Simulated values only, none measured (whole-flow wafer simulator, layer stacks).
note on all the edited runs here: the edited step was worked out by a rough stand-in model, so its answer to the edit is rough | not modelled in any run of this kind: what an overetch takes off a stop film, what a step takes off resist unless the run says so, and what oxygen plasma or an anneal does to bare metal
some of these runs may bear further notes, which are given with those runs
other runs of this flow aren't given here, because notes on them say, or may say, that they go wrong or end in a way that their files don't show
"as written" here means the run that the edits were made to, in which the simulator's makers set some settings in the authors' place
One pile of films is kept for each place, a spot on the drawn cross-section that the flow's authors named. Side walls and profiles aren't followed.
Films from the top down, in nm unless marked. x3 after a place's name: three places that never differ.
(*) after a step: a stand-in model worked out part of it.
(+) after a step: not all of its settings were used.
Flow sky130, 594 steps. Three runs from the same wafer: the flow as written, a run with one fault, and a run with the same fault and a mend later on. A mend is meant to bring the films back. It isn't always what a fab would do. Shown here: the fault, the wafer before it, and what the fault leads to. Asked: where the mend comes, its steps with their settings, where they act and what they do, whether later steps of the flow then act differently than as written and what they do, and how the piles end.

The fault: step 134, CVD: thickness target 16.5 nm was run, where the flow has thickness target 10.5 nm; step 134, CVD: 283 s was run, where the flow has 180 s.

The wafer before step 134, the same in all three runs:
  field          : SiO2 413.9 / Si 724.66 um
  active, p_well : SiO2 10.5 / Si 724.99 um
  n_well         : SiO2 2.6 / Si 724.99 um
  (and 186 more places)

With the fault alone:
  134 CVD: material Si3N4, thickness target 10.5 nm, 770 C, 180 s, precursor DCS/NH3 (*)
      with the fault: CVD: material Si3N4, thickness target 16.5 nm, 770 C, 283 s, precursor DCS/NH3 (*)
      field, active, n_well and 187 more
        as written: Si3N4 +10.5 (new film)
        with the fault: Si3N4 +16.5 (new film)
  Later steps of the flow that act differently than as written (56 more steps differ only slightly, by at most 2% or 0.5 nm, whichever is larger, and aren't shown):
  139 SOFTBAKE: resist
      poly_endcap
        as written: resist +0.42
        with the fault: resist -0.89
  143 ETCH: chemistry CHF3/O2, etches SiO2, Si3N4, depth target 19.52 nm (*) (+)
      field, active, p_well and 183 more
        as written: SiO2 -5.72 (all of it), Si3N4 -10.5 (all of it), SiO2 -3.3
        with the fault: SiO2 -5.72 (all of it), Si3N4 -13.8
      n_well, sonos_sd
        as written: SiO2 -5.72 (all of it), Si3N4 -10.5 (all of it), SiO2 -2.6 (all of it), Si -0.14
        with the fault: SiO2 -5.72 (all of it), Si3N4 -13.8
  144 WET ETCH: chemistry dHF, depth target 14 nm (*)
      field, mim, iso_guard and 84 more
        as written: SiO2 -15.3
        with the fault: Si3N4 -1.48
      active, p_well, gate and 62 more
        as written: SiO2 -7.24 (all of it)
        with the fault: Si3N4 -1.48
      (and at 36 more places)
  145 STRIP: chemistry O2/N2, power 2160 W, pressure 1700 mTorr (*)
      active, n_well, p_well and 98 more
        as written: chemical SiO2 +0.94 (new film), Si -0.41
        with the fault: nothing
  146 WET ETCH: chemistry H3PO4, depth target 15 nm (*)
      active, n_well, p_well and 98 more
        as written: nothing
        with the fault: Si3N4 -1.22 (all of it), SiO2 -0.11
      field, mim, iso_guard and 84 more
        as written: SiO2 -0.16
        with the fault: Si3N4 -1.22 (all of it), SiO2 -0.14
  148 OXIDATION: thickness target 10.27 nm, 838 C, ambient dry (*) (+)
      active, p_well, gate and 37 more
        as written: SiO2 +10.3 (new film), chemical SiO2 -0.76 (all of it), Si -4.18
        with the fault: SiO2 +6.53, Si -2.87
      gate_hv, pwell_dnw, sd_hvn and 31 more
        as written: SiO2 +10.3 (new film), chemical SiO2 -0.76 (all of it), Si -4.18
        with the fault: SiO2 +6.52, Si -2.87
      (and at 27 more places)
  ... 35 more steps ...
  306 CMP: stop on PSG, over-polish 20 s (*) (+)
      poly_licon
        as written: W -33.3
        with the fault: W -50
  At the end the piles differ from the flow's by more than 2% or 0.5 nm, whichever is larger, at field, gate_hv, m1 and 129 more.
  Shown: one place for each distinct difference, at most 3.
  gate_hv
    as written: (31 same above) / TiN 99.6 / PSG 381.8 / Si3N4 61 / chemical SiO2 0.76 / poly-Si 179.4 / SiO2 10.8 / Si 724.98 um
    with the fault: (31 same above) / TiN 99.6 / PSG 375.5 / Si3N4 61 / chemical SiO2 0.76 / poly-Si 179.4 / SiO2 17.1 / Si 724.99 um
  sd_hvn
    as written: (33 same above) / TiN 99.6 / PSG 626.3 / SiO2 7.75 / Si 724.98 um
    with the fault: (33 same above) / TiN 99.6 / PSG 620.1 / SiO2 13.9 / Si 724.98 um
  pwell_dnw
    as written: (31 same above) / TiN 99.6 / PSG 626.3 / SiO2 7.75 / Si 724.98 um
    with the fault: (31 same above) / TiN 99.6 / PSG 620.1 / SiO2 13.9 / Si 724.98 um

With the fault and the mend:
  The mend comes after step 134.
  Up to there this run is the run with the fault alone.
  134a WET ETCH: chemistry H3PO4, depth target 6 nm, 160 C (the flow's step 15 once more, with other settings)
      field, active, n_well and 187 more
        Si3N4 -6
  No later step of the flow acts differently than as written, at any place that is followed, by more than 2% or 0.5 nm, whichever is larger.
  At the end the piles differ from the flow's only slightly at the places that both follow, by at most 2% or 0.5 nm, whichever is larger.
